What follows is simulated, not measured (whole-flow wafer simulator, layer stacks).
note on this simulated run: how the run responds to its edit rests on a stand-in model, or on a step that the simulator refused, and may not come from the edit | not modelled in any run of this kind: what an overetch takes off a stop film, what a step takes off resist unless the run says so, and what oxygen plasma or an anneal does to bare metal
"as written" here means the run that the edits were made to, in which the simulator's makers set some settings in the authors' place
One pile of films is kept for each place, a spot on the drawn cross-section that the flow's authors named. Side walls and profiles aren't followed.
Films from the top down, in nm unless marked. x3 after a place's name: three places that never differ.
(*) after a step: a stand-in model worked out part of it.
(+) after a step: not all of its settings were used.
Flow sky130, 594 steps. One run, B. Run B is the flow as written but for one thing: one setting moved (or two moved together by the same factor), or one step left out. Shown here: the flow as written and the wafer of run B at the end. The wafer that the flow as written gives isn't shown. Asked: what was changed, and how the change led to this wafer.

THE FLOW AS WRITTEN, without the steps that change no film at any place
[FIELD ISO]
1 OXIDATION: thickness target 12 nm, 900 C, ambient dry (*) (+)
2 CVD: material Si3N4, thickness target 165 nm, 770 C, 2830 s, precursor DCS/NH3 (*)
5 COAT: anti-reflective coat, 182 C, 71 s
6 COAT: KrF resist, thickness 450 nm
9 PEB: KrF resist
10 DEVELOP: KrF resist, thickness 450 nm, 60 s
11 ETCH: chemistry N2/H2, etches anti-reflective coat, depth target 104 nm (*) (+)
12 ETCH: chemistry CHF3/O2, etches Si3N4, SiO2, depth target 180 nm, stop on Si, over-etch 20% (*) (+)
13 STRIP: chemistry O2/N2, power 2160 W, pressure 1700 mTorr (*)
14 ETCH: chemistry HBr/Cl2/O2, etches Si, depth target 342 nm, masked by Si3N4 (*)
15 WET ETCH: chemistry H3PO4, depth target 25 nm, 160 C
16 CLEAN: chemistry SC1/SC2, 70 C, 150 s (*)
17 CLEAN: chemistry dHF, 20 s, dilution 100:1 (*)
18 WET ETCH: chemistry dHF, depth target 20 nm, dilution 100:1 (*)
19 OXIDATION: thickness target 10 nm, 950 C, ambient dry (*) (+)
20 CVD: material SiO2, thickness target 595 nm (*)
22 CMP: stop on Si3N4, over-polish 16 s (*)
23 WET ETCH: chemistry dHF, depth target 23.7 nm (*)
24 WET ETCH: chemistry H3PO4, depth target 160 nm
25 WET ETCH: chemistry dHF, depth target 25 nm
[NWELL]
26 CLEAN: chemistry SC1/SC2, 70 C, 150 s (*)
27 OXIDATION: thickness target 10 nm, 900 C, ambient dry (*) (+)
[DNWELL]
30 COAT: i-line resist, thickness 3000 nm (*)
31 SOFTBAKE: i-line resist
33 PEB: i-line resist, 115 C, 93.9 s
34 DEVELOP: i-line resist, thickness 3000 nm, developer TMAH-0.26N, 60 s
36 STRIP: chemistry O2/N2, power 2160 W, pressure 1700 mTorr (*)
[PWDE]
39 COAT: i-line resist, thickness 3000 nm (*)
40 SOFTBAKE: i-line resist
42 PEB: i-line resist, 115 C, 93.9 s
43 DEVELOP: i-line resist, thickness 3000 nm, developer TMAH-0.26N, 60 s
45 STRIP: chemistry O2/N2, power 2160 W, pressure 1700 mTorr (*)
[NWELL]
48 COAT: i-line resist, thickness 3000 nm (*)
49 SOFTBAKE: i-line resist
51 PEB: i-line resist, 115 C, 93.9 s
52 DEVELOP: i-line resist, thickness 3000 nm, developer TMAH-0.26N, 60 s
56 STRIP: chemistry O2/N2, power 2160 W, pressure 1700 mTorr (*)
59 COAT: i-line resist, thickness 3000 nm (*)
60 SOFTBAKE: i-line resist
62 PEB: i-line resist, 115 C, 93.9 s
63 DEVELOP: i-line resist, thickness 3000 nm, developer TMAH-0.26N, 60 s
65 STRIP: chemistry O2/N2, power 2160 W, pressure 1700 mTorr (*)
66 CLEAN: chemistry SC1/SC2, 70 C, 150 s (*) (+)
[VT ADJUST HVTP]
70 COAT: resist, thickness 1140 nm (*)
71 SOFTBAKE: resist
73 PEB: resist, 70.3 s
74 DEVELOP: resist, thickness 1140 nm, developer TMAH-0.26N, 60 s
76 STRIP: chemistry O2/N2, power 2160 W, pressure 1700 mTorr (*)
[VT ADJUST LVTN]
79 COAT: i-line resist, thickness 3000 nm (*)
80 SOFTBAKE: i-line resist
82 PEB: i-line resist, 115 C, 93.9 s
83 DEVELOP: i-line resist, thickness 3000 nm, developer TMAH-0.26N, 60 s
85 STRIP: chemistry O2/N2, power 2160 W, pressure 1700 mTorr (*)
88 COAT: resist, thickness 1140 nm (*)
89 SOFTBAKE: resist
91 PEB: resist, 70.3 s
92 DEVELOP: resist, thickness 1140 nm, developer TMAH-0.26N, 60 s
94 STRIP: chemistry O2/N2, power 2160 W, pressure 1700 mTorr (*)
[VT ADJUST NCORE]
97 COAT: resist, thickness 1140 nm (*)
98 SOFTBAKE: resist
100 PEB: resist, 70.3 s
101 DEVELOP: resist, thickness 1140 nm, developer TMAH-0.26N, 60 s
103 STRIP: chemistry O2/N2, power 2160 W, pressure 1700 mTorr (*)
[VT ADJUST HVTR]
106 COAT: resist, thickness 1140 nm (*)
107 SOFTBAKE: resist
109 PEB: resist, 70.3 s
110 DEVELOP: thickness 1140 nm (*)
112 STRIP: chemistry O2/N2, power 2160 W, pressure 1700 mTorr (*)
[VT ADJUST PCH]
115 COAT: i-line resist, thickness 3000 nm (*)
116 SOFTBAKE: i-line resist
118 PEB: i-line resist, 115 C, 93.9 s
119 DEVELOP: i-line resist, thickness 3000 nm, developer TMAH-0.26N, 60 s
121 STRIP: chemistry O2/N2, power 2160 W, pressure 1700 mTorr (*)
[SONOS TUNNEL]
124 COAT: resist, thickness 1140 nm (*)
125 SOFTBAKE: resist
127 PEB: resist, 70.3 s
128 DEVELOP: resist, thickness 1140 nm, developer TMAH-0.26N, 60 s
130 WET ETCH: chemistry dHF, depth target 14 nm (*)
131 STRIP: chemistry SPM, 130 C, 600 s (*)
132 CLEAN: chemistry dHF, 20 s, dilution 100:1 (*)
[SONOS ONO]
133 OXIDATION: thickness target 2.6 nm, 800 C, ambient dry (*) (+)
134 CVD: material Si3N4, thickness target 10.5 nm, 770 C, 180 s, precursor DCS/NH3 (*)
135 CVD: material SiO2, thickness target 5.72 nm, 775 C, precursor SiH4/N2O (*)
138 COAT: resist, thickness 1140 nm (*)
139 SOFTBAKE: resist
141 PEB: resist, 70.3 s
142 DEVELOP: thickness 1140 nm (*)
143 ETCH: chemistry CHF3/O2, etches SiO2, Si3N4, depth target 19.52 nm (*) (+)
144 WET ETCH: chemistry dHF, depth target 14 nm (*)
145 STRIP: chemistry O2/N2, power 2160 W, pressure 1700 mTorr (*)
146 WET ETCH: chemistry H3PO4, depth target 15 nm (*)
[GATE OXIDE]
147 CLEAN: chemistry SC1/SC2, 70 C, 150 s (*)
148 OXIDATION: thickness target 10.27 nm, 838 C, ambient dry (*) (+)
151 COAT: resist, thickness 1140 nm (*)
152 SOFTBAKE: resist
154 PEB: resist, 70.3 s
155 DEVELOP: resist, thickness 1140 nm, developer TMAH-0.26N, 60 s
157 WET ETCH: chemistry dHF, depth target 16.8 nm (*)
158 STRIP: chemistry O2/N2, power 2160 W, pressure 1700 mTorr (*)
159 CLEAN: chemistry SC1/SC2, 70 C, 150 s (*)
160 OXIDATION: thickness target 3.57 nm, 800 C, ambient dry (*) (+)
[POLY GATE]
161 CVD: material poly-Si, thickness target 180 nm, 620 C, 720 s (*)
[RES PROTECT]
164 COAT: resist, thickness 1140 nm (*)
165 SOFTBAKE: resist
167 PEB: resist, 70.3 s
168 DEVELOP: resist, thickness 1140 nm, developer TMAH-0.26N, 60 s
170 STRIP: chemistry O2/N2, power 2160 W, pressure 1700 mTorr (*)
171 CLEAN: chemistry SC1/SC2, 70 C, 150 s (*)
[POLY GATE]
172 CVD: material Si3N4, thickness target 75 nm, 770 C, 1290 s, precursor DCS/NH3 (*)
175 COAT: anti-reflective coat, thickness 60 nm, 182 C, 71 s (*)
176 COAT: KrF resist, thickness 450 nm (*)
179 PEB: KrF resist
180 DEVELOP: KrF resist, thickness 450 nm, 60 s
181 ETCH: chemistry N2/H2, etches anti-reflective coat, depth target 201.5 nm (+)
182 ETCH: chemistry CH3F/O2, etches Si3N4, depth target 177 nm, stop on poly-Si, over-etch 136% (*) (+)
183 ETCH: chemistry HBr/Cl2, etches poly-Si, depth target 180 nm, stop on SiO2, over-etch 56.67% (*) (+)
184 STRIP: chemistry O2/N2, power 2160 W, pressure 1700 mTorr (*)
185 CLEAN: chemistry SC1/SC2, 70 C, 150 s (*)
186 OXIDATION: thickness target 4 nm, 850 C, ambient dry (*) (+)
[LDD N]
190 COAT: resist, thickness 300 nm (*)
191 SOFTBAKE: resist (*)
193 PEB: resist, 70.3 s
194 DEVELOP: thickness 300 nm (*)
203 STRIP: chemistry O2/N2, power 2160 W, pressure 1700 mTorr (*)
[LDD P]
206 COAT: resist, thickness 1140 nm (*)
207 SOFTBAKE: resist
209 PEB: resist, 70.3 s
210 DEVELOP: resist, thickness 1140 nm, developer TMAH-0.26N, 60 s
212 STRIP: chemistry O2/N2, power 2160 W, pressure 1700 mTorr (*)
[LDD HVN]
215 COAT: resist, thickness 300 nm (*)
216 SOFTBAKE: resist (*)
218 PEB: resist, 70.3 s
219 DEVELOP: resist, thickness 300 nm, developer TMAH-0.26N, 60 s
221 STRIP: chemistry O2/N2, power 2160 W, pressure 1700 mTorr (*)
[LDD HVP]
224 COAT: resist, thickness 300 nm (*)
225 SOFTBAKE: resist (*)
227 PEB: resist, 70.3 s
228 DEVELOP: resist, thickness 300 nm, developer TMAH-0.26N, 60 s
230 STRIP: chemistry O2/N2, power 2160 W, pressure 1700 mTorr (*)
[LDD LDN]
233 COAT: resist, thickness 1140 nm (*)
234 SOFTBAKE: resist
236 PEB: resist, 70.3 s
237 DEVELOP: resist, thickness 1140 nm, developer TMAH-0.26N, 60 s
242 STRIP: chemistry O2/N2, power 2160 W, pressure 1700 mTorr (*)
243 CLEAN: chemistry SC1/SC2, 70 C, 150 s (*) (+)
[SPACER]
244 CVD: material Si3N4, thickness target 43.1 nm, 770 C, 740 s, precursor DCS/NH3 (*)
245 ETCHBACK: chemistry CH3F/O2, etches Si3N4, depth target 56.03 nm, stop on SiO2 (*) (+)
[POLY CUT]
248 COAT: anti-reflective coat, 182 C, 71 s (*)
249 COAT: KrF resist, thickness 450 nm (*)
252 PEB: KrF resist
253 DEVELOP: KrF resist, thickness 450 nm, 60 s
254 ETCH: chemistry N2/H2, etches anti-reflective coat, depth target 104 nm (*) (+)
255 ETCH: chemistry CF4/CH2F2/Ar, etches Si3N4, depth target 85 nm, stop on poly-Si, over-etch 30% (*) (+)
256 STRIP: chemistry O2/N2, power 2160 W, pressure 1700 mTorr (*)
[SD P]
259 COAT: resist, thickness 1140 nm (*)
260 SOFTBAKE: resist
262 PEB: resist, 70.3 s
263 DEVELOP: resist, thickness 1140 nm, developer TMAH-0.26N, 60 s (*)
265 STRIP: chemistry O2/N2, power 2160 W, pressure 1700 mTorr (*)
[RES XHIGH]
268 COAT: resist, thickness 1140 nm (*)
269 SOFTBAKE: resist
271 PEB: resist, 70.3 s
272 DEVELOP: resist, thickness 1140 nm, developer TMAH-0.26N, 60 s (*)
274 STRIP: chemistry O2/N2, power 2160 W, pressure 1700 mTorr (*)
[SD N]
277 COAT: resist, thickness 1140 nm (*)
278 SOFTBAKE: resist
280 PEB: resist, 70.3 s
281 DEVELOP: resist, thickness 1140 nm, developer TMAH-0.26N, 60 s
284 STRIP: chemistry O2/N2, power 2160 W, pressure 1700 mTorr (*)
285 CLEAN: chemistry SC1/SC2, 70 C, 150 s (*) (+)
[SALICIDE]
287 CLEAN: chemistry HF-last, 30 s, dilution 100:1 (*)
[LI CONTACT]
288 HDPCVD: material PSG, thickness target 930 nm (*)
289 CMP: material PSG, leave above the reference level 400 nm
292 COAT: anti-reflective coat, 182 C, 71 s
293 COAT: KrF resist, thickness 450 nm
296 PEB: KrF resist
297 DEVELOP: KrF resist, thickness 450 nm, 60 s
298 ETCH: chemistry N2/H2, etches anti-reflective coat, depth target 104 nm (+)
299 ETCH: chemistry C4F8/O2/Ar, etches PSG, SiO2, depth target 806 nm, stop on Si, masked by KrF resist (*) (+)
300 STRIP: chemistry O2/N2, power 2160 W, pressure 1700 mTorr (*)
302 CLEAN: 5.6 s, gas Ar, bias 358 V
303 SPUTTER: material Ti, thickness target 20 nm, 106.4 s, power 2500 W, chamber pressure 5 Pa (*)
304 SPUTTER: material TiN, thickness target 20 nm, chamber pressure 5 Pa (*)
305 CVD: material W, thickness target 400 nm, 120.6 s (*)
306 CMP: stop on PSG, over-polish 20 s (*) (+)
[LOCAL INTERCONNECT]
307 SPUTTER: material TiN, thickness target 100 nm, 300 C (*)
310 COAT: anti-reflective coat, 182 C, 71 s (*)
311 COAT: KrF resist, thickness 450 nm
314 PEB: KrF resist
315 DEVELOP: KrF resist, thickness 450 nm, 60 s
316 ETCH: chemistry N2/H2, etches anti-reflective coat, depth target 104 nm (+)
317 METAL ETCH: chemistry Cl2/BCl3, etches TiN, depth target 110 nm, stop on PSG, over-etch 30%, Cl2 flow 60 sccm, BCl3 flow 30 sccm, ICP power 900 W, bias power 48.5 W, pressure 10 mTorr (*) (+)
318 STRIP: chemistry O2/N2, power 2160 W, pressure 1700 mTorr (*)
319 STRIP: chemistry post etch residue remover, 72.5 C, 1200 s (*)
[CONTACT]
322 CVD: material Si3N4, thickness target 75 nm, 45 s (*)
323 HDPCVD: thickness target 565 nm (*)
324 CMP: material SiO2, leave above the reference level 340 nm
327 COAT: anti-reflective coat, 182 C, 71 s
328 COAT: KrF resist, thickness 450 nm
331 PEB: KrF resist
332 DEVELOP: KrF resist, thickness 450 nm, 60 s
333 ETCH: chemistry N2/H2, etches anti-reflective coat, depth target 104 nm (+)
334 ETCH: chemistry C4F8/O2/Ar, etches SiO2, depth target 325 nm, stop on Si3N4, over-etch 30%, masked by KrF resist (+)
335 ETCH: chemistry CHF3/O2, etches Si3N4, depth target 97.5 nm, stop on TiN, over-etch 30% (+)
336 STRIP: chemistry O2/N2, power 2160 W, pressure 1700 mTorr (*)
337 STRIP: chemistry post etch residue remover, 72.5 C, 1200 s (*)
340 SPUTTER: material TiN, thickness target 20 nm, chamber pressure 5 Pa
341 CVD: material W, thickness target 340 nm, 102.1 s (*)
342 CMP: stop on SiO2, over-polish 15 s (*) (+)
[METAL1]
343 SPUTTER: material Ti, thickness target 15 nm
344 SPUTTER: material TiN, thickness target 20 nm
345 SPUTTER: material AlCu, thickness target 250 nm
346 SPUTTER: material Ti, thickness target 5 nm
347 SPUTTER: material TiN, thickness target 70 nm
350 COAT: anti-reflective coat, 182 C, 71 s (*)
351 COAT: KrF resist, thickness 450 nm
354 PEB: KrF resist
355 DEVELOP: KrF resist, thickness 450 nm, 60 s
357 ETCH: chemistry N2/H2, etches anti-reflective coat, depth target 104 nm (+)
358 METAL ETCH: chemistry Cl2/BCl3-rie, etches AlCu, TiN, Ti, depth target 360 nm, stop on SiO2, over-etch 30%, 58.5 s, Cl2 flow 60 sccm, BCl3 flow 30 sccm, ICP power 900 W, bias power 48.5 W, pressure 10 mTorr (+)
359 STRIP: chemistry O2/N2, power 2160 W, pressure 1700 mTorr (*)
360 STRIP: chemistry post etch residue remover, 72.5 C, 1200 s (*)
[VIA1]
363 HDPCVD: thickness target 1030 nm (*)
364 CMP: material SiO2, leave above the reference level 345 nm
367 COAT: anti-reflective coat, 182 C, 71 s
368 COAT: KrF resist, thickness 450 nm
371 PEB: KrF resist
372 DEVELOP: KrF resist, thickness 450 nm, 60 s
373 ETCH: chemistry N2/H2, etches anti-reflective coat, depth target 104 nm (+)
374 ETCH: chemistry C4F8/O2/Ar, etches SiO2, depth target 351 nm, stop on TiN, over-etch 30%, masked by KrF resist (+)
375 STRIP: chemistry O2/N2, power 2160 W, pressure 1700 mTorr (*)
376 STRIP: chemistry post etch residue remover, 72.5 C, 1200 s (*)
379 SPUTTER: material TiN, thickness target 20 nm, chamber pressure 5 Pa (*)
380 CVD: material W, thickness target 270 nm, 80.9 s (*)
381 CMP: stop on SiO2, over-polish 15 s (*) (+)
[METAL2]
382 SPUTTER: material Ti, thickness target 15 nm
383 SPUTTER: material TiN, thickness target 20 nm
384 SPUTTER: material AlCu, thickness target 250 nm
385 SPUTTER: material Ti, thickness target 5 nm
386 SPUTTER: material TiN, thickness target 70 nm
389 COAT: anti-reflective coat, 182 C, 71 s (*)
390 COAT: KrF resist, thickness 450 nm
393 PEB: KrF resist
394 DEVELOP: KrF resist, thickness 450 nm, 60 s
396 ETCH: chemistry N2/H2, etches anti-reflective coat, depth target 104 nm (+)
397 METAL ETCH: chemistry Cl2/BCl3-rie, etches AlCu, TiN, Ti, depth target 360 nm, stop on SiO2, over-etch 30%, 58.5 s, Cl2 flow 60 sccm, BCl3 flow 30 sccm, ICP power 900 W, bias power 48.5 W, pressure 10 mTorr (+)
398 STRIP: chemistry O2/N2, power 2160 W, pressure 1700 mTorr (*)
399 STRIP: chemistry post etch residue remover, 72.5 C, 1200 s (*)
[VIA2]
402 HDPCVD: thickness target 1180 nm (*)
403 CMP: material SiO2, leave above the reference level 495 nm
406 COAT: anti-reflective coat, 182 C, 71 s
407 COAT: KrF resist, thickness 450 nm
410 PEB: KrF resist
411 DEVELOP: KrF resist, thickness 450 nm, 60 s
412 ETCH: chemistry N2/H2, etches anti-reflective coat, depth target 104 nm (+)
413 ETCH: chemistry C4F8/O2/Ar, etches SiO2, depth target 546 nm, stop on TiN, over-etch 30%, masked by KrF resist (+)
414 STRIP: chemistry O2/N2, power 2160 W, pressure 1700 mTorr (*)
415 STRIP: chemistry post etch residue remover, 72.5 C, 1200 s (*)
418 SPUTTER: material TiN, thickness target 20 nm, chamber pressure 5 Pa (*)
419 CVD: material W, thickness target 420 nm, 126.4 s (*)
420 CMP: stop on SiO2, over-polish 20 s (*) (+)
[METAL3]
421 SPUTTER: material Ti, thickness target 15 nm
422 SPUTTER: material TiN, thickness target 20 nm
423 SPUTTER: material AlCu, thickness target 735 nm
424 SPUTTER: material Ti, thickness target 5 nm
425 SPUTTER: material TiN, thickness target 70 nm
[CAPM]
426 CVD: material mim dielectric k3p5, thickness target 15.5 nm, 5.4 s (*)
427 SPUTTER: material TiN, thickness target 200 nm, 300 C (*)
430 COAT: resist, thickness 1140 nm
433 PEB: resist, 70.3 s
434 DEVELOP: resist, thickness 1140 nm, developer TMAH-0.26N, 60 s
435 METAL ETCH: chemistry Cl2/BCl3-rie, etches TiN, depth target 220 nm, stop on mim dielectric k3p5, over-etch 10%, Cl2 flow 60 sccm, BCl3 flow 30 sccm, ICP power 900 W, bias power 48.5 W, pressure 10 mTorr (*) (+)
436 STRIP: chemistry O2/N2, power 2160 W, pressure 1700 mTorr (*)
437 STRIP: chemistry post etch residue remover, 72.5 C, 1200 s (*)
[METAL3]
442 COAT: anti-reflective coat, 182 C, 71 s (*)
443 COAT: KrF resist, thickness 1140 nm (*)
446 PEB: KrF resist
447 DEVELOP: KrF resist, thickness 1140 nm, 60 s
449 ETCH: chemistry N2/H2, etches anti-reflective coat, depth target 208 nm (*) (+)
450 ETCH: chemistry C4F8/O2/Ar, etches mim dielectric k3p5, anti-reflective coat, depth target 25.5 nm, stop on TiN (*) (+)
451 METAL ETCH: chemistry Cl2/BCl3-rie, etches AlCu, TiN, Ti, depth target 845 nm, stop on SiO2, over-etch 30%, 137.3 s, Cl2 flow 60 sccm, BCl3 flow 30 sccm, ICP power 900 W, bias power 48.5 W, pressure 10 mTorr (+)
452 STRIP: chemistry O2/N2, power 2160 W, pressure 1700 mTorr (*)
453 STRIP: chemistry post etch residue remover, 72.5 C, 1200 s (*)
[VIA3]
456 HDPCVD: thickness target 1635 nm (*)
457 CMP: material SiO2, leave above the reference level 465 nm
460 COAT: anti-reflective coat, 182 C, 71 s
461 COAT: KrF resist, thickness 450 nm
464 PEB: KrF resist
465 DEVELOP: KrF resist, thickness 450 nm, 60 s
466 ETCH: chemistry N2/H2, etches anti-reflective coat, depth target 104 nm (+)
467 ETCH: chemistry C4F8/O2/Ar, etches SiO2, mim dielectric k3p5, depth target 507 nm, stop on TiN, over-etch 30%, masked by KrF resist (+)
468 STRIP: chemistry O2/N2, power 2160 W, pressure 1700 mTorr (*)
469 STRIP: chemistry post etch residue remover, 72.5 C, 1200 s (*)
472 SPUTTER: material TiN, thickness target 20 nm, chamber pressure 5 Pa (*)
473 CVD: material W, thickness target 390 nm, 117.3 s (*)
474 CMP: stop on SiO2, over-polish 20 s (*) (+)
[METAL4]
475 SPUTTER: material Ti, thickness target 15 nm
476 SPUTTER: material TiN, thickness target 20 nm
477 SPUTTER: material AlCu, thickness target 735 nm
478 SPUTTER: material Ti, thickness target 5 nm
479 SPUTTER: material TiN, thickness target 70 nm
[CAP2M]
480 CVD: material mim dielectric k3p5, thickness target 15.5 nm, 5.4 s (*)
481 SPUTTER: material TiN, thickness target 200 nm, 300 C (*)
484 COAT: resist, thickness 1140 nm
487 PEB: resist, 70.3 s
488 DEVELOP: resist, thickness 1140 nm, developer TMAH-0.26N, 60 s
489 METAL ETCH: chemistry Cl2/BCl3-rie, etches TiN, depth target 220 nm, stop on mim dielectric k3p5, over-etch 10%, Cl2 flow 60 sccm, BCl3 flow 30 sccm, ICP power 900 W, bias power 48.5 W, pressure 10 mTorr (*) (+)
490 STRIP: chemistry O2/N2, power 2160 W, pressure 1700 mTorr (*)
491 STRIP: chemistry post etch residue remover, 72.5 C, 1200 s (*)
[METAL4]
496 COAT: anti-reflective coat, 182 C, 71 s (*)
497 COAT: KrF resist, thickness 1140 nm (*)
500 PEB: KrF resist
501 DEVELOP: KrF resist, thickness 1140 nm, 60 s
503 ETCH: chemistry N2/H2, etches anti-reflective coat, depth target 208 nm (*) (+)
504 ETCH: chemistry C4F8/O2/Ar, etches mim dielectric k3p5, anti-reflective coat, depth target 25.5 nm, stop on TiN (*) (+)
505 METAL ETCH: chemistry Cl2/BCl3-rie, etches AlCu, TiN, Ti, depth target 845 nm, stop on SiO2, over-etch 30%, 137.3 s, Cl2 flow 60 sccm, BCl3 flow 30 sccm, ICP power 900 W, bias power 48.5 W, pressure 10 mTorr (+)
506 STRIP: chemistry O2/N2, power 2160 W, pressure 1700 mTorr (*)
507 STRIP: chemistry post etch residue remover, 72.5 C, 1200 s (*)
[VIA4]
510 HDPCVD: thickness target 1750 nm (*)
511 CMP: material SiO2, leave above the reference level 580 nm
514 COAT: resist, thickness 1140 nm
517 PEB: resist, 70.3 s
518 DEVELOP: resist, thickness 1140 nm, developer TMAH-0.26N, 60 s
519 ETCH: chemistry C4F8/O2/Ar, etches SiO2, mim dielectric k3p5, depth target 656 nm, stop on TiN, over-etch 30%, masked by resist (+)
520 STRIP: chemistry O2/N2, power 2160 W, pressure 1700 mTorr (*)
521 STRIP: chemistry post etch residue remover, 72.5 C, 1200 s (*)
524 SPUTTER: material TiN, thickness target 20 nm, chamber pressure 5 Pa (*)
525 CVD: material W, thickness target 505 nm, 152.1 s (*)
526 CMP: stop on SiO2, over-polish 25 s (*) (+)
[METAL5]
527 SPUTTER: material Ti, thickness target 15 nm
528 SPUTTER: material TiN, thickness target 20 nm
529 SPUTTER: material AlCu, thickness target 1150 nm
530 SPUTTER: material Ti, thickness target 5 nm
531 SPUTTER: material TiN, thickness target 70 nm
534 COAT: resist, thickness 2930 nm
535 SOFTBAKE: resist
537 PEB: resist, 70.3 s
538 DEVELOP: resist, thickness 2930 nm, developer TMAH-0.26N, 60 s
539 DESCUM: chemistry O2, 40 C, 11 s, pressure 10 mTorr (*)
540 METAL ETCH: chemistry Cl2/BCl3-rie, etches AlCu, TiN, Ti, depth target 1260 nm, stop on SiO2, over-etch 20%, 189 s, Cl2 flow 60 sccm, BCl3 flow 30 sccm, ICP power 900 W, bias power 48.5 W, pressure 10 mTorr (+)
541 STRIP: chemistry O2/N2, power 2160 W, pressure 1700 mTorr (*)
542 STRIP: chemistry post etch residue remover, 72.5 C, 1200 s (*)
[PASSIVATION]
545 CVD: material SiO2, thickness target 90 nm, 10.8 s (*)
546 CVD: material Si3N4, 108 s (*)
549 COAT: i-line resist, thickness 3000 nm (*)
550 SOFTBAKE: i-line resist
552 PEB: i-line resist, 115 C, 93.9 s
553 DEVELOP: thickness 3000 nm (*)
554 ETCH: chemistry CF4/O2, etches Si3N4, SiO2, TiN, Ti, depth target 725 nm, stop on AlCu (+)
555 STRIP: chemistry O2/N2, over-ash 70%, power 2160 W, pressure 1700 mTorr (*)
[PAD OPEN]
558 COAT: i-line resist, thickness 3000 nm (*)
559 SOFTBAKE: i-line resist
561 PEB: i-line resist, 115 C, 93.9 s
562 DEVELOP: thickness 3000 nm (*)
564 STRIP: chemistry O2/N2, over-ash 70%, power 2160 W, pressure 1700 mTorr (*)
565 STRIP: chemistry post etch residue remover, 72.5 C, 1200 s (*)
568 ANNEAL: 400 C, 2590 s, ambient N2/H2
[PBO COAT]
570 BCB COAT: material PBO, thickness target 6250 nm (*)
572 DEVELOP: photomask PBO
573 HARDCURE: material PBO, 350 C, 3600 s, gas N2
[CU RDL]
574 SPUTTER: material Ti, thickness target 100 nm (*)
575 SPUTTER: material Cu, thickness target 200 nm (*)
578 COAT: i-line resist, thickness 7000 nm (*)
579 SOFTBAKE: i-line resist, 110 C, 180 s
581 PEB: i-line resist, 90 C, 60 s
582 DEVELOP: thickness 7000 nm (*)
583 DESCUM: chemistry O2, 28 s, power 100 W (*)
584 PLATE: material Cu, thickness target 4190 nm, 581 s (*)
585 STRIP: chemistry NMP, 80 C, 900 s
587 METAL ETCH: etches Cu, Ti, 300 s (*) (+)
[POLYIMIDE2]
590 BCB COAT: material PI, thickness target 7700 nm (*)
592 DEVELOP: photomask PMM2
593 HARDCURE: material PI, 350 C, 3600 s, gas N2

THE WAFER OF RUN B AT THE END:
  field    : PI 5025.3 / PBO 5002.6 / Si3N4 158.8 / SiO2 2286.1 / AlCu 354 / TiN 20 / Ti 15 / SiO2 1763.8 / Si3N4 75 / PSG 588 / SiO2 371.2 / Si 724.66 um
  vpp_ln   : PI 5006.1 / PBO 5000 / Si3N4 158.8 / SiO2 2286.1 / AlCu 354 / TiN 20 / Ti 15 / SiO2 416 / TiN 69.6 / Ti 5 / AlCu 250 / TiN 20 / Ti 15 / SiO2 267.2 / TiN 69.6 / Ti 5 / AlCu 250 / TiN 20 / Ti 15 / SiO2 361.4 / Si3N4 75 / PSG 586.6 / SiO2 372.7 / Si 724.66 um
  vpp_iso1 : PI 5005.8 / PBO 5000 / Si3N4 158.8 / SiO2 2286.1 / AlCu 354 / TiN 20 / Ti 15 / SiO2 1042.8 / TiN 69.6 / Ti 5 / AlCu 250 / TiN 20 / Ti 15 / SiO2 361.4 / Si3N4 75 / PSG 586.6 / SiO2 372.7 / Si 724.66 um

The cause: step 451, METAL ETCH: depth target 346.4 nm was run, where the flow has depth target 845 nm; step 451, METAL ETCH: 56.3 s was run, where the flow has 137.3 s.

How the change led to this, step by step:
  451 METAL ETCH: chemistry Cl2/BCl3-rie, etches AlCu, TiN, Ti, depth target 845 nm, stop on SiO2, over-etch 30%, 137.3 s, Cl2 flow 60 sccm, BCl3 flow 30 sccm, ICP power 900 W, bias power 48.5 W, pressure 10 mTorr (+)
      field, gate, spacer and 68 more: TiN -70 (all of it), Ti -5 (all of it), AlCu -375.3 (as written it would be: TiN -70 (all of it), Ti -5 (all of it), AlCu -735 (all of it), TiN -20 (all of it), Ti -15 (all of it), SiO2 -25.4)
      active, vpp_ln, vpp_iso2 and 11 more: TiN -70 (all of it), Ti -5 (all of it), AlCu -375.3 (as written it would be: TiN -70 (all of it), Ti -5 (all of it), AlCu -735 (all of it), TiN -20 (all of it), Ti -15 (all of it), SiO2 -25.3)
      (and at 107 more places)
  452 STRIP: chemistry O2/N2, power 2160 W, pressure 1700 mTorr (*)
      n_well, p_well, gate_hv and 82 more: KrF resist -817 (all of it), anti-reflective coat -80 (all of it) (as written it would be: KrF resist -492.9 (all of it), anti-reflective coat -80 (all of it))
      m1, via2_hole: KrF resist -817.1 (all of it), anti-reflective coat -80.5 (all of it) (as written it would be: KrF resist -493 (all of it), anti-reflective coat -80.5 (all of it))
      (and at 20 more places)
  453 STRIP: chemistry post etch residue remover, 72.5 C, 1200 s (*)
      field, active, gate and 82 more: AlCu -5.72 (as written it would be: nothing)
  456 HDPCVD: thickness target 1635 nm (*)
      field, active, gate and 82 more: SiO2 +1635 (new film) (as written it would be: SiO2 +1635)
  457 CMP: material SiO2, leave above the reference level 465 nm
      field, active, gate and 82 more: SiO2 -789 (as written it would be: SiO2 -374.7)
Counting metal films that touch as one body, field has 1 body; the flow as written gives 0 bodies.
Counting metal films that touch as one body, vpp_ln has 3 bodies (between them, from the top down: SiO2 416; SiO2 267.2); the flow as written gives 2 bodies (between them, from the top down: SiO2 267.2).
Counting metal films that touch as one body, vpp_iso1 has 2 bodies (between them, from the top down: SiO2 1042.8); the flow as written gives 1 body.
